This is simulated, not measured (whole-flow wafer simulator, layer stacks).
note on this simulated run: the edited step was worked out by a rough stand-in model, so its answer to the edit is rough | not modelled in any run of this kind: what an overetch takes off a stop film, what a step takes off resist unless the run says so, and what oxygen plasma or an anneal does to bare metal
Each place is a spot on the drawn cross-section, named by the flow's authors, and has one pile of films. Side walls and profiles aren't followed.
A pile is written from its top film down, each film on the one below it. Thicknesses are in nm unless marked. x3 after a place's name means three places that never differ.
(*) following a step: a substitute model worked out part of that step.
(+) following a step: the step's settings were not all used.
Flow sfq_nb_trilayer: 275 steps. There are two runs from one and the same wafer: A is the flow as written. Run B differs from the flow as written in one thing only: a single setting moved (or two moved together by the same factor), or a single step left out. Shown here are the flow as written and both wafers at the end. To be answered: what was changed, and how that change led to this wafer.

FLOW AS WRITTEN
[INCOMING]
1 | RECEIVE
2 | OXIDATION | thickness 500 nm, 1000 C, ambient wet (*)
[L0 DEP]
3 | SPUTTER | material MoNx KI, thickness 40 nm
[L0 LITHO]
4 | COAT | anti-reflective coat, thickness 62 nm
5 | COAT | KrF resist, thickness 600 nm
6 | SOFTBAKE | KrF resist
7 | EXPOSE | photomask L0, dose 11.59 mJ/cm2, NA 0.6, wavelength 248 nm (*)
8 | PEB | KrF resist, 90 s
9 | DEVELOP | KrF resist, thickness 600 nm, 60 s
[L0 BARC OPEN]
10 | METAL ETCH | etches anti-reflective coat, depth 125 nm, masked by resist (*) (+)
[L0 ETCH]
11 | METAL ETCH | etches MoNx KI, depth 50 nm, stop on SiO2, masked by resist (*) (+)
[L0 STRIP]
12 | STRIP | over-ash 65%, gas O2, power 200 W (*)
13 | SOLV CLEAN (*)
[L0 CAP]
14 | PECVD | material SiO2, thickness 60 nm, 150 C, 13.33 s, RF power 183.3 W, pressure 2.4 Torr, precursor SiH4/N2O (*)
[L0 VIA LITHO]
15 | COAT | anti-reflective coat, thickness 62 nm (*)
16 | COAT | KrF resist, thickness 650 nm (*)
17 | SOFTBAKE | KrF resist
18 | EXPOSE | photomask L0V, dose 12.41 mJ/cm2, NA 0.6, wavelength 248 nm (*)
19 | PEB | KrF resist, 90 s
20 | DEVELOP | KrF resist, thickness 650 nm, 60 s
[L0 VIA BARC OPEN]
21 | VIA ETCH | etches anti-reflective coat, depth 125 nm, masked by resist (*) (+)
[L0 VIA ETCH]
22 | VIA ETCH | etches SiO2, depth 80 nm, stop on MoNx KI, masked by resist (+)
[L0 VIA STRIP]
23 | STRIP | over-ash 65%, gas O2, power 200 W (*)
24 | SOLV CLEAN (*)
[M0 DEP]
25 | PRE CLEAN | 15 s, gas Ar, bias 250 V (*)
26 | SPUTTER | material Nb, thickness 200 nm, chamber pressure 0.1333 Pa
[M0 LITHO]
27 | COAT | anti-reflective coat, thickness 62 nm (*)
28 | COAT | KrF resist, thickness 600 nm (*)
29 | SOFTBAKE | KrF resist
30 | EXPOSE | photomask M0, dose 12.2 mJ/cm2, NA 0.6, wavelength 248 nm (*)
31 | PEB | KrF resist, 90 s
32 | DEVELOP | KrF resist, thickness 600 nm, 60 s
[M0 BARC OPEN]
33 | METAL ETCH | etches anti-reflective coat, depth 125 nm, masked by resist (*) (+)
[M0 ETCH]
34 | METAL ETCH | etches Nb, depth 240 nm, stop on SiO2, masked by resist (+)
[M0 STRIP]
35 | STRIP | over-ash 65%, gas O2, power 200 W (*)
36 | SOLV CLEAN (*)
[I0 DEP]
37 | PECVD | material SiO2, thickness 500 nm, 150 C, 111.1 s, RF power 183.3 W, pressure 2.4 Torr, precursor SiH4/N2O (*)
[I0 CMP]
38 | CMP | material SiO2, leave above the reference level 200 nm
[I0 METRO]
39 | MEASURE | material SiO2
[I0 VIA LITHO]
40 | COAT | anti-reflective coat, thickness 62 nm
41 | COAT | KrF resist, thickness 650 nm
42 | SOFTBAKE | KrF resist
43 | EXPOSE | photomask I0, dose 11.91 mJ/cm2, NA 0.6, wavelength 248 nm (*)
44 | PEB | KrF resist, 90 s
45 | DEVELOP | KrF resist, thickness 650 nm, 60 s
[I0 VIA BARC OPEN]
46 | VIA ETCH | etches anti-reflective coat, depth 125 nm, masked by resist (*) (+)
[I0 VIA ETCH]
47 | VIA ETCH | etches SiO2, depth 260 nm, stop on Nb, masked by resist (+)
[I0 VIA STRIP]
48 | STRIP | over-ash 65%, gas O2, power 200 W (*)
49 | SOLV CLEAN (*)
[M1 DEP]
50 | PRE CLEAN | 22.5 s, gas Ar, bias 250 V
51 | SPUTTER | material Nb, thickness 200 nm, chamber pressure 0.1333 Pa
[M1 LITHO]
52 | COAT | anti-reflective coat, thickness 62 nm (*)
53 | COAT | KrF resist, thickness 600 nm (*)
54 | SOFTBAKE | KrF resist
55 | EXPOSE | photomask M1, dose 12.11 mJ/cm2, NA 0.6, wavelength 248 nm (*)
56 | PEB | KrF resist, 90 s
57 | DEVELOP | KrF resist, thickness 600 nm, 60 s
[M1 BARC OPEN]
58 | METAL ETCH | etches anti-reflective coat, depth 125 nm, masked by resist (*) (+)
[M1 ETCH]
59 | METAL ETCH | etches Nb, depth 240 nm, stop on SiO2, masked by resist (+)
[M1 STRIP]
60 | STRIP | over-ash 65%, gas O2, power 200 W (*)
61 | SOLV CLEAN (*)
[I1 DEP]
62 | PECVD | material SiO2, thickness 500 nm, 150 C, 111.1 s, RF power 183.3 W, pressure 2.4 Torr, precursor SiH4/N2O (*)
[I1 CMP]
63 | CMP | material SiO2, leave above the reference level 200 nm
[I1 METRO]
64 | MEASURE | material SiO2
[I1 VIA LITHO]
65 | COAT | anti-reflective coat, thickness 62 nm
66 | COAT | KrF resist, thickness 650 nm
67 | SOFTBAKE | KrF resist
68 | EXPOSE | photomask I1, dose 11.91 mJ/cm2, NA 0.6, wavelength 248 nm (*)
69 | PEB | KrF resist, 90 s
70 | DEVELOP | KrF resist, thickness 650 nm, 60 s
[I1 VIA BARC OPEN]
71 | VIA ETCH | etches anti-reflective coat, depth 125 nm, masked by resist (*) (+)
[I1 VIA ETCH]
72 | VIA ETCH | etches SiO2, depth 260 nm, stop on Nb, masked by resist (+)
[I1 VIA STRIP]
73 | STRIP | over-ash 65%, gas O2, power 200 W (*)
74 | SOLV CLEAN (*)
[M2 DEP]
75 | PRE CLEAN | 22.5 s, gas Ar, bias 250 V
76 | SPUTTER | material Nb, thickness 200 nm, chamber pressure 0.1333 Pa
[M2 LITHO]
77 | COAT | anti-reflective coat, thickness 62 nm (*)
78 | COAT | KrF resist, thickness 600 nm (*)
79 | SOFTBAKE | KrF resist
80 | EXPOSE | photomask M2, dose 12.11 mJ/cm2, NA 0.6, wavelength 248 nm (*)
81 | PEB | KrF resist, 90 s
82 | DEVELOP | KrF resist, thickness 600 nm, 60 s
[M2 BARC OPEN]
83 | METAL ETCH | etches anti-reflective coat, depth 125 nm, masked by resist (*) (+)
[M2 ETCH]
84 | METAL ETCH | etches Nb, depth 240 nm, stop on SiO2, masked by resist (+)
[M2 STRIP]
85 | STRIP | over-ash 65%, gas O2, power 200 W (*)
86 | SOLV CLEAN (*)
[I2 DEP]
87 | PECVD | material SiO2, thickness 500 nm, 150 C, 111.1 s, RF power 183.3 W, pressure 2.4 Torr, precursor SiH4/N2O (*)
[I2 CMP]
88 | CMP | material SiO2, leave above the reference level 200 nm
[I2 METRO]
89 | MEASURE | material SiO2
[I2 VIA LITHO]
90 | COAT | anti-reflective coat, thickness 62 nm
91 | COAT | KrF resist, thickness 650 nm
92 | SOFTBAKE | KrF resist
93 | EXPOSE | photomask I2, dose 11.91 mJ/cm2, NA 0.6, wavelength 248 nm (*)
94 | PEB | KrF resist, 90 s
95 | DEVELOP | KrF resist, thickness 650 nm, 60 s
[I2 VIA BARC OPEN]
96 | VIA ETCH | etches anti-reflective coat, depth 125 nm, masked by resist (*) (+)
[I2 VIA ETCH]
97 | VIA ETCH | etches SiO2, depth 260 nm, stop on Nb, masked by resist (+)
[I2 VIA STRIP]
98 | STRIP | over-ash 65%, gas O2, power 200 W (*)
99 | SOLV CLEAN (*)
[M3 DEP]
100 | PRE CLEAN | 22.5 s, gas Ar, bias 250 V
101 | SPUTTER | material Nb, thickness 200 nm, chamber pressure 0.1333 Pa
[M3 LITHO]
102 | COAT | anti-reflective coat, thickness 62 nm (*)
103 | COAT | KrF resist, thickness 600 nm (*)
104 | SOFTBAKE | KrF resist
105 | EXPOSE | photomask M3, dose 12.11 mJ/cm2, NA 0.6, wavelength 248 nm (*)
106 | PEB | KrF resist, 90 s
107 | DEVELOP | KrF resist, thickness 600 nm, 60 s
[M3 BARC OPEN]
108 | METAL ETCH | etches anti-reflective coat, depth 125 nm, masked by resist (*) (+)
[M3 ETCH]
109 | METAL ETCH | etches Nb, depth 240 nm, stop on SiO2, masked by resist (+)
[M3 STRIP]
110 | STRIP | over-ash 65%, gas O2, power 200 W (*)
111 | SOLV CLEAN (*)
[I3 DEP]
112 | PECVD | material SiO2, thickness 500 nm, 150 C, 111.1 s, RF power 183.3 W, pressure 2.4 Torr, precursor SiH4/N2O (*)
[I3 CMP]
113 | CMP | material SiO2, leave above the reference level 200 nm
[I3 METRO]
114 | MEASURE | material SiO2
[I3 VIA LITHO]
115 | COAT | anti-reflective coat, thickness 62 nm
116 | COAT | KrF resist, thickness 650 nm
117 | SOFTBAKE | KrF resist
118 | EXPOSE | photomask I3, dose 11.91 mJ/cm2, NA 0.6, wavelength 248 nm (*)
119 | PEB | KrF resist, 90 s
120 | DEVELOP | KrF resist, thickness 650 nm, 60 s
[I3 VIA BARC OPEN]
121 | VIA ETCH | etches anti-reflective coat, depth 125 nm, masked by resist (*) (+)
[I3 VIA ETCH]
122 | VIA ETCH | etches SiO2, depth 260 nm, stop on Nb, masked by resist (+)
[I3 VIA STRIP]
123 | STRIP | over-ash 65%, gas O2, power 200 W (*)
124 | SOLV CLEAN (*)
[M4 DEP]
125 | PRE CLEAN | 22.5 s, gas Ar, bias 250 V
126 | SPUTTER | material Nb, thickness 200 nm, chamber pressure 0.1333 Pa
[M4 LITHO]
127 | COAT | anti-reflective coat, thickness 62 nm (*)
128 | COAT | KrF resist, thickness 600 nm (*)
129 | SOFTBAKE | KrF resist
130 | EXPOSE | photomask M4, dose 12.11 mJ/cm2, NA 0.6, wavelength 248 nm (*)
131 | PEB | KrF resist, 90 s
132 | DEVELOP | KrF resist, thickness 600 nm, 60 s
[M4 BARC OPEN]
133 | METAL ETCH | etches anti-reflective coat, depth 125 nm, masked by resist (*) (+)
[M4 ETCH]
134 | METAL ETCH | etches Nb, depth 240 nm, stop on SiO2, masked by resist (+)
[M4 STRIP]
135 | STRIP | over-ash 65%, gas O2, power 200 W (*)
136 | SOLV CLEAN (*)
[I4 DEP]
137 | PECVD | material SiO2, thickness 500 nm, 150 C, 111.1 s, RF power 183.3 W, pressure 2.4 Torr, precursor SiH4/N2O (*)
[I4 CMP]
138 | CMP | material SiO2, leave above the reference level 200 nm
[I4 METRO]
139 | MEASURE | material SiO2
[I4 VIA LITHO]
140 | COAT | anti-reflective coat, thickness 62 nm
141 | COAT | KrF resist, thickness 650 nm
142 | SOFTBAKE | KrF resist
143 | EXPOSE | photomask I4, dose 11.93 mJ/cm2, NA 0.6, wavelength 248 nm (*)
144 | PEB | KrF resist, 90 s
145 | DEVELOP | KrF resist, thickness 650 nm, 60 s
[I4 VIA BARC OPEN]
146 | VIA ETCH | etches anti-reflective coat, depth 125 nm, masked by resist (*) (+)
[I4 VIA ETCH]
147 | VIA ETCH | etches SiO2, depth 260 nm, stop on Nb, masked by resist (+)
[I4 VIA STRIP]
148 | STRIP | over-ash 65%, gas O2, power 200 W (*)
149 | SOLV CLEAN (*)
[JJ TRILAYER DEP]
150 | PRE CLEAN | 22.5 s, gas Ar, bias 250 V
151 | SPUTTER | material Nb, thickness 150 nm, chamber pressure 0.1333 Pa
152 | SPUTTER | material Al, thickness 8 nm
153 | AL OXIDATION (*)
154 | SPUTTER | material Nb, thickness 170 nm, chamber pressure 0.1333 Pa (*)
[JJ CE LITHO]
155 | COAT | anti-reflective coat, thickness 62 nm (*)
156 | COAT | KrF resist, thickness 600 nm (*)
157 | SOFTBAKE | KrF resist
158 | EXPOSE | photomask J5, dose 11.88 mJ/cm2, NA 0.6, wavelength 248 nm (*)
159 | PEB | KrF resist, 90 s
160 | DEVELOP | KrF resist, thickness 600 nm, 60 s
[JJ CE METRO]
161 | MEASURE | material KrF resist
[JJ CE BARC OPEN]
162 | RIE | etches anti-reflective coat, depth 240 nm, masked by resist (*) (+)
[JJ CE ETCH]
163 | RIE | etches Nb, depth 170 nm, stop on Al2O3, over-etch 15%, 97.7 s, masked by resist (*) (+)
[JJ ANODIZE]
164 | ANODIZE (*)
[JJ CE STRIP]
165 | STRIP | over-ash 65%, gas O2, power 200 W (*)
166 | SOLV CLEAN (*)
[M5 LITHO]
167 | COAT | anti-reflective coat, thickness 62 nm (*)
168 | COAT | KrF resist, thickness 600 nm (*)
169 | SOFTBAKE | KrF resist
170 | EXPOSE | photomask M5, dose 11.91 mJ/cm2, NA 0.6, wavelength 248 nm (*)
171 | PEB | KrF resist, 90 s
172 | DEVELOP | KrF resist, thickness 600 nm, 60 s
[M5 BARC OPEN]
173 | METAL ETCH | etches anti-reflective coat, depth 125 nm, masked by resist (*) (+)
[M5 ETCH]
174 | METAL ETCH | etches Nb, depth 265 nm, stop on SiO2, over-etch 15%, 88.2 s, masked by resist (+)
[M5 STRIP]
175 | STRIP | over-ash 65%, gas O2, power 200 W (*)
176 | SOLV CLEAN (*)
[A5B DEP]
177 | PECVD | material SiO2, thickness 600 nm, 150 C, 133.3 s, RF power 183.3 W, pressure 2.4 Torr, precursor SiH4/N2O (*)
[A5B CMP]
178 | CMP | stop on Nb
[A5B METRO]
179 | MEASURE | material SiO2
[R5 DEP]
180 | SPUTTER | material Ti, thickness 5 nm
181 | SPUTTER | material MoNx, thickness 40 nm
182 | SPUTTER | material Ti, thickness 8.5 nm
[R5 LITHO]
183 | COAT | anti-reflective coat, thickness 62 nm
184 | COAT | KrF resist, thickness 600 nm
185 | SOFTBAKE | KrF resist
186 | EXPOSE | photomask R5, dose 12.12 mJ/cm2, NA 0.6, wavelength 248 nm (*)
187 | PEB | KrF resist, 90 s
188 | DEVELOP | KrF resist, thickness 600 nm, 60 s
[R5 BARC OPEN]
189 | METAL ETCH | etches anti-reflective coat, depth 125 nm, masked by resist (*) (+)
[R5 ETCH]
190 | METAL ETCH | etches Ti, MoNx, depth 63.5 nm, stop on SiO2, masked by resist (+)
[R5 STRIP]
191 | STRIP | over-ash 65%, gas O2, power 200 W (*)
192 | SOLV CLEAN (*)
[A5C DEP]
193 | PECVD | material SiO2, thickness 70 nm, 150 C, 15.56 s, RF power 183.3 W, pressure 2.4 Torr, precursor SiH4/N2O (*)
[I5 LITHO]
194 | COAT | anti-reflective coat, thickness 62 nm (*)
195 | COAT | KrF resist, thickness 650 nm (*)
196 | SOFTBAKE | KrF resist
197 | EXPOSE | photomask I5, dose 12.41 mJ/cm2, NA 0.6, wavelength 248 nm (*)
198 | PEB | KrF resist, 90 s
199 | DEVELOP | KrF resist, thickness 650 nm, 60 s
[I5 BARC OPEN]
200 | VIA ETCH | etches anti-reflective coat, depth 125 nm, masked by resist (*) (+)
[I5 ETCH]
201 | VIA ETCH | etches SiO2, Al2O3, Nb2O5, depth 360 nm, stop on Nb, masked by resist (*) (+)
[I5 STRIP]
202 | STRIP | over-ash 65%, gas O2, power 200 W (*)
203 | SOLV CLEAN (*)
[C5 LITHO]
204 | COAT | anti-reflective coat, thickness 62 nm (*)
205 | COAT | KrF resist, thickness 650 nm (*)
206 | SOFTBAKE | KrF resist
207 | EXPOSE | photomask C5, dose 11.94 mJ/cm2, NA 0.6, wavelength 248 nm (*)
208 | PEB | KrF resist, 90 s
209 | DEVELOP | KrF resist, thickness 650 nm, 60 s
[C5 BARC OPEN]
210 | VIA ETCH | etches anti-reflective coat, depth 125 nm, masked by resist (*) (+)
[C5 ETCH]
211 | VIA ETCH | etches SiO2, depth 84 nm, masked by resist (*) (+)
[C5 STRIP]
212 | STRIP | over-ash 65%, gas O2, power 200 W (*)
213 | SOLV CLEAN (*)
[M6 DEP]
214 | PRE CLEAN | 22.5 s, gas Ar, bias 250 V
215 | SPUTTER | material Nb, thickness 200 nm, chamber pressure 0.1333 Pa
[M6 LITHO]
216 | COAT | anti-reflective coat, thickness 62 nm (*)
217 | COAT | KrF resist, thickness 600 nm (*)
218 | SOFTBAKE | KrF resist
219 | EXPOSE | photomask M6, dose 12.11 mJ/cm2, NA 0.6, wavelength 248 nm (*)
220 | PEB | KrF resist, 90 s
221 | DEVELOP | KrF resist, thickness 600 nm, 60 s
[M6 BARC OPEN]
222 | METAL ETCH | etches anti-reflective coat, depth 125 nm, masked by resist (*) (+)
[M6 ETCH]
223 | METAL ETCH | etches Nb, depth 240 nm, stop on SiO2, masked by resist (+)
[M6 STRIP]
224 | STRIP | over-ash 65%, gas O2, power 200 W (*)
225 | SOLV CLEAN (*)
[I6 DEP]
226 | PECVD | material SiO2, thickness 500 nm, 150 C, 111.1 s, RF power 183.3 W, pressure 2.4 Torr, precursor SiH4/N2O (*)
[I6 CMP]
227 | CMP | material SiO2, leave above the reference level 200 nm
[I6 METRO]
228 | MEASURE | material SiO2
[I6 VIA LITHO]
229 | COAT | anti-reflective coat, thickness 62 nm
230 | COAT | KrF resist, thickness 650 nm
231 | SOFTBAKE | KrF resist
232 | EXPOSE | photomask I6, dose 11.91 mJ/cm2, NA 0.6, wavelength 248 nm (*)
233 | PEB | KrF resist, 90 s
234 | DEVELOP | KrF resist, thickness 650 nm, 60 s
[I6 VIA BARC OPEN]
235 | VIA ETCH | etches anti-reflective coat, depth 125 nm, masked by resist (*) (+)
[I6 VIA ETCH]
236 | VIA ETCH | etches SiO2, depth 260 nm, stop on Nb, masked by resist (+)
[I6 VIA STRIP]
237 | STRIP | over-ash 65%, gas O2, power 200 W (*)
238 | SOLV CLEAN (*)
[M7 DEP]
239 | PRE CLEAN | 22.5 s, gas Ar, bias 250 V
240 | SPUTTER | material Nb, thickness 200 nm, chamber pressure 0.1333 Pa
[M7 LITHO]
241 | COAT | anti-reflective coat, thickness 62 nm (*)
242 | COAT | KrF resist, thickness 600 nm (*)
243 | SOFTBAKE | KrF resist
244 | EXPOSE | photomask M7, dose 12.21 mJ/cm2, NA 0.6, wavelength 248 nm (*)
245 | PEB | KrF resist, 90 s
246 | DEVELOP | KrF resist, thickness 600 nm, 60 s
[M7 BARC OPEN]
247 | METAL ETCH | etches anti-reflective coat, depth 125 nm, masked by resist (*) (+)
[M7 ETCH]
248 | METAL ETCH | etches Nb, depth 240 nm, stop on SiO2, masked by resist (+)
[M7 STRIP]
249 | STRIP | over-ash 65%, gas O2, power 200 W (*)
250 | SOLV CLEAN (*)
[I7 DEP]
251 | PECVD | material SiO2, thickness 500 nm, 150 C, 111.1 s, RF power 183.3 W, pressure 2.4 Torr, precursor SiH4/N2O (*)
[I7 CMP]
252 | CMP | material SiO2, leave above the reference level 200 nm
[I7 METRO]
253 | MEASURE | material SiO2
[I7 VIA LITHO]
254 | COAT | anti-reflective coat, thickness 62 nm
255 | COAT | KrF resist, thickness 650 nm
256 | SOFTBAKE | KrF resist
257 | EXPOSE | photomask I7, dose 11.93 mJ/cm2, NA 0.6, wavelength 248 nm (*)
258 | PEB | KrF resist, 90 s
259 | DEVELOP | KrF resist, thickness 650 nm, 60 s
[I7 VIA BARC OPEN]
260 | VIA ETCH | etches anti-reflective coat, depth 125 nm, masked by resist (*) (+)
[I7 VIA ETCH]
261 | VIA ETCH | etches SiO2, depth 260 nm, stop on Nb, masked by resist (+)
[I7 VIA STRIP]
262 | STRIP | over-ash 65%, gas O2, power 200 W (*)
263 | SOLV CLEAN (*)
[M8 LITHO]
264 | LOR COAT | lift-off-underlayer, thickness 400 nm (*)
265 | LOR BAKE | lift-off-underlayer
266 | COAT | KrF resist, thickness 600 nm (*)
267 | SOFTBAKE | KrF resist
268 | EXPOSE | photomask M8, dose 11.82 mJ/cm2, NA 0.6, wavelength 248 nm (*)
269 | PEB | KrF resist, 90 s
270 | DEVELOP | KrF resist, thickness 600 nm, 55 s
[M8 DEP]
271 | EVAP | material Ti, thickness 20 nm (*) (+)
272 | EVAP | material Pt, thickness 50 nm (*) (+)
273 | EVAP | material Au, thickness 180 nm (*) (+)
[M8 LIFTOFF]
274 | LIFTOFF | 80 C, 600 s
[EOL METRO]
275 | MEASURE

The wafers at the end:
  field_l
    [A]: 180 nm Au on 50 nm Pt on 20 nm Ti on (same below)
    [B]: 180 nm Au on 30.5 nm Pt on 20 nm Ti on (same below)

Cause: step 272, EVAP: thickness 30.5 nm was run, while the flow as written has thickness 50 nm.
The wafer itself shows it: field_l has Pt 30.5, and step 272 as written asks for 50 nm.

The path from the change to this, step by step:
  272 | EVAP | material Pt, thickness 50 nm (*) (+)
      field_l, v_sur, via_wl and 103 more: A Pt gains 50 (new film) | B Pt gains 30.5 (new film)
  274 | LIFTOFF | 80 C, 600 s
      p4_fl, p4_fm, p4_w1 and 71 more: A Au loses 180 (all of it), Pt loses 50 (all of it), Ti loses 20 (all of it), KrF resist loses 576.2 (all of it), lift-off-underlayer loses 400 (all of it) | B Au loses 180 (all of it), Pt loses 30.5 (all of it), Ti loses 20 (all of it), KrF resist loses 576.2 (all of it), lift-off-underlayer loses 400 (all of it)
      c5j, ce_r: A Au loses 180 (all of it), Pt loses 50 (all of it), Ti loses 20 (all of it), KrF resist loses 573.3 (all of it), lift-off-underlayer loses 399.3 (all of it) | B Au loses 180 (all of it), Pt loses 30.5 (all of it), Ti loses 20 (all of it), KrF resist loses 573.3 (all of it), lift-off-underlayer loses 399.3 (all of it)
      (and at 19 other places as well)
